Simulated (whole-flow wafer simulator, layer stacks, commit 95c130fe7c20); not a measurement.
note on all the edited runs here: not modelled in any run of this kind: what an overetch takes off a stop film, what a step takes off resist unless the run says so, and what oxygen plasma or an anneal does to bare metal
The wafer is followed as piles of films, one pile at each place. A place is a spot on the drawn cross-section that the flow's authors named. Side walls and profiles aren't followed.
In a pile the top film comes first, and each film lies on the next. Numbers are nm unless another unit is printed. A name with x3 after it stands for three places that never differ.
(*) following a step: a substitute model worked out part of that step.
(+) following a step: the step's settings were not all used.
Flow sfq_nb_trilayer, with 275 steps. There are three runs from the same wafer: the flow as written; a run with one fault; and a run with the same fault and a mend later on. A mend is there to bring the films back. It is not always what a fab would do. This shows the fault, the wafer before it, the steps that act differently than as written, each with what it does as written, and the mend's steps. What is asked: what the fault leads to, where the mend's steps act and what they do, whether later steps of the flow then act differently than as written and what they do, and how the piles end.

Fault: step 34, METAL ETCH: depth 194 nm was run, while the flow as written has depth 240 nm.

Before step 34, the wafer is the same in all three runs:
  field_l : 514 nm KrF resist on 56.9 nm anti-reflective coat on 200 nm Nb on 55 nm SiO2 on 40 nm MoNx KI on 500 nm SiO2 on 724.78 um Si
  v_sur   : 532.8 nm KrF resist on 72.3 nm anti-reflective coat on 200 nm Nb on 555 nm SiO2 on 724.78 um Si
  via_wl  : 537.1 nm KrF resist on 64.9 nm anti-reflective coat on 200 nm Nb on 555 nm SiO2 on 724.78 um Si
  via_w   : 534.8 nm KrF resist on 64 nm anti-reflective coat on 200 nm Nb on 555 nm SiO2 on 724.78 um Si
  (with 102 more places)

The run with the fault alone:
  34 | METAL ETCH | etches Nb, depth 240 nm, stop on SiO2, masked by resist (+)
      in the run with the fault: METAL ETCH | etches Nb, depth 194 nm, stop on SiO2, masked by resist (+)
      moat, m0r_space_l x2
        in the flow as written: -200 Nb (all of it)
        in the run with the fault: -194 Nb
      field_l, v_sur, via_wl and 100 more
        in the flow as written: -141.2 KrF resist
        in the run with the fault: -114.1 KrF resist
  Steps later in the flow that act otherwise than as written:
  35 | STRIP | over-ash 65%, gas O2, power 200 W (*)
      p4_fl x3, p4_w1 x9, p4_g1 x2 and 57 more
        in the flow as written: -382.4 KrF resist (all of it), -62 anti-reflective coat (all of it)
        in the run with the fault: -409.4 KrF resist (all of it), -62 anti-reflective coat (all of it)
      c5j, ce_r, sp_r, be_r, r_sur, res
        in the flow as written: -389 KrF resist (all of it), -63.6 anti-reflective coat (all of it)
        in the run with the fault: -416.1 KrF resist (all of it), -63.6 anti-reflective coat (all of it)
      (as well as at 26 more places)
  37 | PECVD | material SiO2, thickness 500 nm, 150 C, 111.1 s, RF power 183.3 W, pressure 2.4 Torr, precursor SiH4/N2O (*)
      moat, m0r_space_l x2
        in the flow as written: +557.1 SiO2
        in the run with the fault: +551.1 SiO2 (new film)
  By the end, the piles at moat, m0r_space_l x2 depart from the flow's by more than 2% or 0.5 nm, whichever is larger.
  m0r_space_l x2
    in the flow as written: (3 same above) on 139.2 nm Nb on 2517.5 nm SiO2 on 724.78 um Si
    in the run with the fault: (3 same above) on 139.2 nm Nb on 1956.5 nm SiO2 on 6 nm Nb on 555 nm SiO2 on 724.78 um Si
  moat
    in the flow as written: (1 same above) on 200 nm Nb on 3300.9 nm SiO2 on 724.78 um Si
    in the run with the fault: (1 same above) on 200 nm Nb on 2739.9 nm SiO2 on 6 nm Nb on 555 nm SiO2 on 724.78 um Si

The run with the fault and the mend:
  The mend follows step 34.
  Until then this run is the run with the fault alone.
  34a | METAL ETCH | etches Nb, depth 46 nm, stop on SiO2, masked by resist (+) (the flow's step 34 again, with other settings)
      field_l, v_sur, via_wl and 100 more
        -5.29 KrF resist
      moat, m0r_space_l x2
        -6 Nb (all of it)
  Steps later in the flow that act otherwise than as written:
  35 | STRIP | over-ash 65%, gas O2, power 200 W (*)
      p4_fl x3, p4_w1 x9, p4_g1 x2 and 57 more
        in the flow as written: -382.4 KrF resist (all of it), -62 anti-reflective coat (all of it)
        in the run with the mend: -404.1 KrF resist (all of it), -62 anti-reflective coat (all of it)
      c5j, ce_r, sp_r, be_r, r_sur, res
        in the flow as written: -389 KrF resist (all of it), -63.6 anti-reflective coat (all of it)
        in the run with the mend: -410.8 KrF resist (all of it), -63.6 anti-reflective coat (all of it)
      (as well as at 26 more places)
  The piles end the same as the flow's at every place that both follow.
